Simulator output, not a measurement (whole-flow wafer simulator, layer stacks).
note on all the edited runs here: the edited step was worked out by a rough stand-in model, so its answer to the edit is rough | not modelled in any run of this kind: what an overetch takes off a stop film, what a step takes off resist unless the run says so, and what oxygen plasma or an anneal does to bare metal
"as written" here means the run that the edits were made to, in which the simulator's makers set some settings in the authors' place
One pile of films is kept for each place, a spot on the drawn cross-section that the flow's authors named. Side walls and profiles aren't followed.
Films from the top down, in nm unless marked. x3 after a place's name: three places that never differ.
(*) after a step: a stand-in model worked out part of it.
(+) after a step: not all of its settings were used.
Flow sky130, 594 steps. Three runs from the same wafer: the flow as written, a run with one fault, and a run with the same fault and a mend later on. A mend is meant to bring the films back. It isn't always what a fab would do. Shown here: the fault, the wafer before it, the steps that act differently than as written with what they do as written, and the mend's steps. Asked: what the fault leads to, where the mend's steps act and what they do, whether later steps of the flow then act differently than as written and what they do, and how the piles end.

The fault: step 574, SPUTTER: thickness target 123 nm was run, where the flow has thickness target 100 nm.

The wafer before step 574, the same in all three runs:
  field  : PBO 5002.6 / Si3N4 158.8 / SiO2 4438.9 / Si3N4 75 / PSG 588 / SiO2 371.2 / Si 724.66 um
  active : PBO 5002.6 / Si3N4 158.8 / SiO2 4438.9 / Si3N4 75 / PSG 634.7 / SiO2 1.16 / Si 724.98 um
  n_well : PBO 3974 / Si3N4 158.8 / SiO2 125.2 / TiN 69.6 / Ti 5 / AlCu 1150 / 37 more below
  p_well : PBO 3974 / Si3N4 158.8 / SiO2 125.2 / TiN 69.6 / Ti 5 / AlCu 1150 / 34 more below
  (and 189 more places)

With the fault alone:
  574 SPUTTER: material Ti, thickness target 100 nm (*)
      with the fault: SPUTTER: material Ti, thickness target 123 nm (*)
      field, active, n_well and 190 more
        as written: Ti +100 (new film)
        with the fault: Ti +123 (new film)
  Later steps of the flow that act differently than as written (7 more steps differ only slightly, by at most 2% or 0.5 nm, whichever is larger, and aren't shown):
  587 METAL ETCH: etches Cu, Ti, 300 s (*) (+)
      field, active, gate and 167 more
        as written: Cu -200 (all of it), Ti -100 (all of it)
        with the fault: Cu -200 (all of it), Ti -123 (all of it)
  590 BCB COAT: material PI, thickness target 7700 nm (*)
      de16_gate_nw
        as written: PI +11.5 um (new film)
        with the fault: PI +11.52 um (new film)
  At the end the piles differ from the flow's by more than 2% or 0.5 nm, whichever is larger, at n_well, p_well, sd_n and 20 more.
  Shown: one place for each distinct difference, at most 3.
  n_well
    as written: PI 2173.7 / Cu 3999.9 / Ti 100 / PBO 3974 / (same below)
    with the fault: PI 2158.7 / Cu 3999.9 / Ti 123 / PBO 3974 / (same below)
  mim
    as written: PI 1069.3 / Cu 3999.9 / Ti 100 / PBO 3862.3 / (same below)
    with the fault: PI 1047.8 / Cu 3999.9 / Ti 123 / PBO 3862.3 / (same below)
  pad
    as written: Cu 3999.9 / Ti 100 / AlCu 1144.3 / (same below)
    with the fault: Cu 3999.9 / Ti 123 / AlCu 1144.3 / (same below)

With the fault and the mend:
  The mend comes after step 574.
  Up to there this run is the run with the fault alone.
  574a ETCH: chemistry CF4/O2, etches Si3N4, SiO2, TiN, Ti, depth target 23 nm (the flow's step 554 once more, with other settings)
      field, active, n_well and 190 more
        Ti -23
  No later step of the flow acts differently than as written, at any place that is followed, by more than 2% or 0.5 nm, whichever is larger.
  At the end the piles are the same as the flow's at every place that both follow.
